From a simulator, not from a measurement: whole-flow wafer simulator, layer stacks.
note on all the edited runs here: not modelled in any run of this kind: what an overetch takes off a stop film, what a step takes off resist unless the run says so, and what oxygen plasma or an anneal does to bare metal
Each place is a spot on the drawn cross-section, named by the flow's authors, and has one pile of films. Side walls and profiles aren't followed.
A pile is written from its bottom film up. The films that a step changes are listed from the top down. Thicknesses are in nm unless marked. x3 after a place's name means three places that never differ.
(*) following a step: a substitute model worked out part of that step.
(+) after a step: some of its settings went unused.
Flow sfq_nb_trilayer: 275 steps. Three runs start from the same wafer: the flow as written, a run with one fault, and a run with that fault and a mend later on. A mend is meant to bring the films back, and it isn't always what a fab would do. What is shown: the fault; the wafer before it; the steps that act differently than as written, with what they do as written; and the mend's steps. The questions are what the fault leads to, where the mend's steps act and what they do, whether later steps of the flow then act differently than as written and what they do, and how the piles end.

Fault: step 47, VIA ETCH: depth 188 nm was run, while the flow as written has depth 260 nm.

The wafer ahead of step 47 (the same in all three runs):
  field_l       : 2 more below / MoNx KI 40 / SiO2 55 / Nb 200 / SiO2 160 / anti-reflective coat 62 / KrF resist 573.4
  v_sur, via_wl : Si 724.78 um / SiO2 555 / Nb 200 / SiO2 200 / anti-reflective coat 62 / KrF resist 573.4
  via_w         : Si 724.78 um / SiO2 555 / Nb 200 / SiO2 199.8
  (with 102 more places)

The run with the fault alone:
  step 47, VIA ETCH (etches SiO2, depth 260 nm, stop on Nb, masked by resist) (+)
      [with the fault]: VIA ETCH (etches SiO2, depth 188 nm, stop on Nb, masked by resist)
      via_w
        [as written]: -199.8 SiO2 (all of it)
        [with the fault]: -188 SiO2
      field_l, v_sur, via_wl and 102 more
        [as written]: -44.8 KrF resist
        [with the fault]: -32.4 KrF resist
  Steps later in the flow that act otherwise than as written (not shown: 6 more steps that differ only slightly, by at most 2% or 0.5 nm, whichever is larger):
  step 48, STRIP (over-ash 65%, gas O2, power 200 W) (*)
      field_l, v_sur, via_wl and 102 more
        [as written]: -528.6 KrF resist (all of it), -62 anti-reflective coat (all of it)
        [with the fault]: -541 KrF resist (all of it), -62 anti-reflective coat (all of it)
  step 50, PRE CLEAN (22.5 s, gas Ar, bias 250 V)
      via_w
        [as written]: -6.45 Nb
        [with the fault]: -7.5 SiO2
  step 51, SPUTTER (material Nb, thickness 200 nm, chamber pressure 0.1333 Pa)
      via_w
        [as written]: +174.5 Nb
        [with the fault]: +176.8 Nb (new film)
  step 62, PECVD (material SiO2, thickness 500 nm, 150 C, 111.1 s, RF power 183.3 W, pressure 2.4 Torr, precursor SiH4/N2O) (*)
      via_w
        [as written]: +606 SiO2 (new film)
        [with the fault]: +593 SiO2 (new film)
  The piles end different from the flow's at via_w by more than 2% or 0.5 nm, whichever is larger.
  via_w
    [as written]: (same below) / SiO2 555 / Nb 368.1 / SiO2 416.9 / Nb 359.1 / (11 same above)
    [with the fault]: (same below) / SiO2 555 / Nb 200 / SiO2 4.34 / Nb 176.8 / SiO2 403.9 / Nb 359.1 / (11 same above)

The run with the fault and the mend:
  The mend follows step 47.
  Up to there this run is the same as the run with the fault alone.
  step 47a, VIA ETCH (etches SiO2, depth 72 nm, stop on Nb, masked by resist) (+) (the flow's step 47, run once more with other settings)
      field_l, v_sur, via_wl and 102 more
        -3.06 KrF resist
      via_w
        -11.8 SiO2 (all of it)
  None of the later steps of the flow differs from how it acts as written, at any place that is followed, by more than 2% or 0.5 nm, whichever is larger.
  By the end, the piles equal the flow's at every place that both follow.
